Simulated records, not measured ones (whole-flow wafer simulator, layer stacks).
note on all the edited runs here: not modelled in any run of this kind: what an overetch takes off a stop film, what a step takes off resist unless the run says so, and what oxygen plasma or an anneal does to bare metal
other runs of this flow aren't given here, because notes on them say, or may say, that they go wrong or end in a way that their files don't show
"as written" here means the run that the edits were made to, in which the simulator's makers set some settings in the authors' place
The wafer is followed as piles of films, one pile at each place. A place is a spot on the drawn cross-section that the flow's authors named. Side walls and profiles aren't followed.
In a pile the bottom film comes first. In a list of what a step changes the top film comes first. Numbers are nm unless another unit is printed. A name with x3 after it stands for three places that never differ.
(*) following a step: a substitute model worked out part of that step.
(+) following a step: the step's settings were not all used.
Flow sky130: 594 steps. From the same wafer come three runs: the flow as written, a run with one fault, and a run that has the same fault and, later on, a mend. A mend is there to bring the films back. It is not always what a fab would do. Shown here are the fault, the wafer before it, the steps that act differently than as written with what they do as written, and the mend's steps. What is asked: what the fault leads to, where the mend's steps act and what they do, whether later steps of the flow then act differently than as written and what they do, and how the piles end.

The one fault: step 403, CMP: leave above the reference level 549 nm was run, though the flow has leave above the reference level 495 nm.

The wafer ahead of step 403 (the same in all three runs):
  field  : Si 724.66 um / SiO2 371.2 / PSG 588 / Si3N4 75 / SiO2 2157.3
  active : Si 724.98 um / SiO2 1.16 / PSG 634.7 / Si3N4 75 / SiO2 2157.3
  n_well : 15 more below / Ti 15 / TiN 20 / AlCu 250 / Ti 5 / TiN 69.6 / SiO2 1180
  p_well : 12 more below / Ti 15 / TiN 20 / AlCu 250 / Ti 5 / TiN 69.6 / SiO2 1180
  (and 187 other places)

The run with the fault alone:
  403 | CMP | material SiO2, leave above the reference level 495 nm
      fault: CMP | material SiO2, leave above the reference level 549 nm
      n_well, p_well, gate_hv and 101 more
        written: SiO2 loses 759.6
        fault: SiO2 loses 705.6
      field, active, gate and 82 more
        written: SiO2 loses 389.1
        fault: SiO2 loses 335.1
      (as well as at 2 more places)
  Later steps of the flow acting differently than as written:
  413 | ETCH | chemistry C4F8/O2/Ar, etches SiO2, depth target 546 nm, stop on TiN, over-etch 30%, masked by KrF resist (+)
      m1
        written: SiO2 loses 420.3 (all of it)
        fault: SiO2 loses 474.3 (all of it)
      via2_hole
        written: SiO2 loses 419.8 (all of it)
        fault: SiO2 loses 473.8 (all of it)
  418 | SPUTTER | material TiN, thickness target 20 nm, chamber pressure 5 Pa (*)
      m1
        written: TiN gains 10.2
        fault: TiN gains 9.49
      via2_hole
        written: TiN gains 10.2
        fault: TiN gains 9.48
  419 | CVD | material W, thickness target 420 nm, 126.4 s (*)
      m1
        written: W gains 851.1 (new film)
        fault: W gains 905.8 (new film)
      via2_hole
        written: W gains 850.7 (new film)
        fault: W gains 905.4 (new film)
  At n_well, p_well, gate_hv and 104 more, the piles at the end differ from the flow's by more than 2% or 0.5 nm, whichever is larger.
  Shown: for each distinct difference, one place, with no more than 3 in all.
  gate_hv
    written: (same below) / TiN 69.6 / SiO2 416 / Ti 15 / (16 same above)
    fault: (same below) / TiN 69.6 / SiO2 470 / Ti 15 / (16 same above)
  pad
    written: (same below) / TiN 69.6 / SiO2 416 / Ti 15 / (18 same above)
    fault: (same below) / TiN 69.6 / SiO2 470 / Ti 15 / (18 same above)
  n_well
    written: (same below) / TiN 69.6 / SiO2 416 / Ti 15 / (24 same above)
    fault: (same below) / TiN 69.6 / SiO2 470 / Ti 15 / (24 same above)

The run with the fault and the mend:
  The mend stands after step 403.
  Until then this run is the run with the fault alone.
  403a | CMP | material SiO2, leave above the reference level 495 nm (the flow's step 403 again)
      field, active, n_well and 188 more
        SiO2 loses 54
  None of the later steps of the flow acts differently than as written at any place that is followed.
  By the end, the piles equal the flow's at every place that both follow.
